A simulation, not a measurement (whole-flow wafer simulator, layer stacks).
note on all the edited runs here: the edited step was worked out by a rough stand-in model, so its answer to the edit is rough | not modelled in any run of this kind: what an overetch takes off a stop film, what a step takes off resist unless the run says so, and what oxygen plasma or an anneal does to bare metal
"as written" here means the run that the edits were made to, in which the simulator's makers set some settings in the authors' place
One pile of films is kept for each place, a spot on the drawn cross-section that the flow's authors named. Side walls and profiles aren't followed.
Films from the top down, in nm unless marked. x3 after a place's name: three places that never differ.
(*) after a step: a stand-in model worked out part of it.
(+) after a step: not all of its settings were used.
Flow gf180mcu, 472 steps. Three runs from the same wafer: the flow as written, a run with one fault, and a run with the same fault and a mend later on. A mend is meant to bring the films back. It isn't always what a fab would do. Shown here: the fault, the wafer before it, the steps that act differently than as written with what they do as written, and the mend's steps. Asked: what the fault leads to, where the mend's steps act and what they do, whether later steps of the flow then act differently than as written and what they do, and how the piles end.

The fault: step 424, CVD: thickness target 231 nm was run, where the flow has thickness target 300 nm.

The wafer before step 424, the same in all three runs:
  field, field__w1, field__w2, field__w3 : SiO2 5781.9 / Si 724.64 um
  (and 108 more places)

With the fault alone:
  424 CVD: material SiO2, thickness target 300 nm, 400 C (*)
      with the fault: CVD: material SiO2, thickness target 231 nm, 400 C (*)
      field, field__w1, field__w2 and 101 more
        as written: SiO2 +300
        with the fault: SiO2 +231
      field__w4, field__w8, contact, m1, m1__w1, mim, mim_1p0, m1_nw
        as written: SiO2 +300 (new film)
        with the fault: SiO2 +231 (new film)
  Later steps of the flow that act differently than as written (3 more steps differ only slightly, by at most 2% or 0.5 nm, whichever is larger, and aren't shown):
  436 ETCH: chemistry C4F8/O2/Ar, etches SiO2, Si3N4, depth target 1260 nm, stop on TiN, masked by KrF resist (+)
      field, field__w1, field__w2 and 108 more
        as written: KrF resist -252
        with the fault: KrF resist -240.7
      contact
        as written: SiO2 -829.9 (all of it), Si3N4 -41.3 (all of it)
        with the fault: SiO2 -760.9 (all of it), Si3N4 -41.3 (all of it)
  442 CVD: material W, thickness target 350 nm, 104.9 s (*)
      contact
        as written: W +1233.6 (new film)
        with the fault: W +1164 (new film)
  At the end the piles differ from the flow's by more than 2% or 0.5 nm, whichever is larger, at field__w4, field__w8, contact, m1, m1__w1, mim, mim_1p0, m1_nw.
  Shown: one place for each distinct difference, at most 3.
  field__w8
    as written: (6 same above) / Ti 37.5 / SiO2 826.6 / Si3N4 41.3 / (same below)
    with the fault: (6 same above) / Ti 37.5 / SiO2 757.6 / Si3N4 41.3 / (same below)
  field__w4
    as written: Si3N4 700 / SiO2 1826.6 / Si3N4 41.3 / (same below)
    with the fault: Si3N4 700 / SiO2 1757.6 / Si3N4 41.3 / (same below)
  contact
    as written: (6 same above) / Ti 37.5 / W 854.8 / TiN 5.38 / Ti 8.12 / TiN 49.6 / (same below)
    with the fault: (6 same above) / Ti 37.5 / W 785.2 / TiN 5.6 / Ti 8.45 / TiN 49.6 / (same below)

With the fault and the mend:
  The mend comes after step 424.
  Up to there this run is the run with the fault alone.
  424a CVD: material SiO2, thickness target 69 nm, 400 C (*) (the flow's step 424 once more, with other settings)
      field, field__w1, field__w2 and 109 more
        SiO2 +69
  No later step of the flow acts differently than as written at any place that is followed.
  At the end the piles are the same as the flow's at every place that both follow.
